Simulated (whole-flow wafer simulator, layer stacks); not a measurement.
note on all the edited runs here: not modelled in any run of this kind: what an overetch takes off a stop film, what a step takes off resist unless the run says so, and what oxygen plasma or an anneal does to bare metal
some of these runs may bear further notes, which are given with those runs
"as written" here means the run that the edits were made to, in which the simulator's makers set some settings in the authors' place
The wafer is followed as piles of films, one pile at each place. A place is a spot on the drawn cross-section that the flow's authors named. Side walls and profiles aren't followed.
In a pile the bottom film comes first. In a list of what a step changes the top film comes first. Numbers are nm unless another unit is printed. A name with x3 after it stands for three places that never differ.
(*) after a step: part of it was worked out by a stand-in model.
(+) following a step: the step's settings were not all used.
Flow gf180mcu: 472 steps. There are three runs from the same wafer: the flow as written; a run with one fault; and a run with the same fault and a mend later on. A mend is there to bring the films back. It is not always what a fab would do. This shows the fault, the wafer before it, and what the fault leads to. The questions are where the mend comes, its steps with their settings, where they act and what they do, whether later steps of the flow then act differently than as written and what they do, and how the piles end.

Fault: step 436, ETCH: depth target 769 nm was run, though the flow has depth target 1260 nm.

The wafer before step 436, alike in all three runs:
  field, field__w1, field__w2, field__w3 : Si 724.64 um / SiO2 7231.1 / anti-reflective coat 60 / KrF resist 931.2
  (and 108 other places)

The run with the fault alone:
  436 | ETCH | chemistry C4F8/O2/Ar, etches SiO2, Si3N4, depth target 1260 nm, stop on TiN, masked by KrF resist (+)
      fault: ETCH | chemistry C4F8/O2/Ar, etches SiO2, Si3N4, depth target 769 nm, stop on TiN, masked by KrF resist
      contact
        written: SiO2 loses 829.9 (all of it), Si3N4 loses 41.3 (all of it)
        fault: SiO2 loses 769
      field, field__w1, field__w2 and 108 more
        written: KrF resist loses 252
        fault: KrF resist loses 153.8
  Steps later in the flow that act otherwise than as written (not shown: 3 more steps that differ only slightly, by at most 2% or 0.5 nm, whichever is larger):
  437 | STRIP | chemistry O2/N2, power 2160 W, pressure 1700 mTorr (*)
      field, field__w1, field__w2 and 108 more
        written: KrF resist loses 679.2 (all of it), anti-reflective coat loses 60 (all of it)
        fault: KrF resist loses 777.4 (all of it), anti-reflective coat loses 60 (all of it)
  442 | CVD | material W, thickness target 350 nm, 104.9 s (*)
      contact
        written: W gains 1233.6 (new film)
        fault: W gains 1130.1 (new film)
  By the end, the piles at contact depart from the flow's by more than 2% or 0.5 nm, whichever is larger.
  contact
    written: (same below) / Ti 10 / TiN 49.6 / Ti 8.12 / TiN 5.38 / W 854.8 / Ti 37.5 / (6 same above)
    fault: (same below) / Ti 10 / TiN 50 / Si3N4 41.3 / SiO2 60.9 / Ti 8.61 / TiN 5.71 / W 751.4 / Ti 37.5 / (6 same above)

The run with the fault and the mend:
  The mend follows step 436.
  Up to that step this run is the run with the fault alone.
  436a | ETCH | chemistry C4F8/O2/Ar, etches SiO2, Si3N4, depth target 491 nm, stop on TiN, masked by KrF resist (+) (the flow's step 436 again, with other settings)
      field, field__w1, field__w2 and 108 more
        KrF resist loses 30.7
      contact
        SiO2 loses 60.9 (all of it), Si3N4 loses 41.3 (all of it)
  Steps later in the flow that act otherwise than as written:
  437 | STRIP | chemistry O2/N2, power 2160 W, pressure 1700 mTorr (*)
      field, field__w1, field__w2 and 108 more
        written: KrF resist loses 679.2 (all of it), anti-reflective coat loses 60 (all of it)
        mend: KrF resist loses 746.7 (all of it), anti-reflective coat loses 60 (all of it)
  By the end, the piles equal the flow's at every place that both follow.
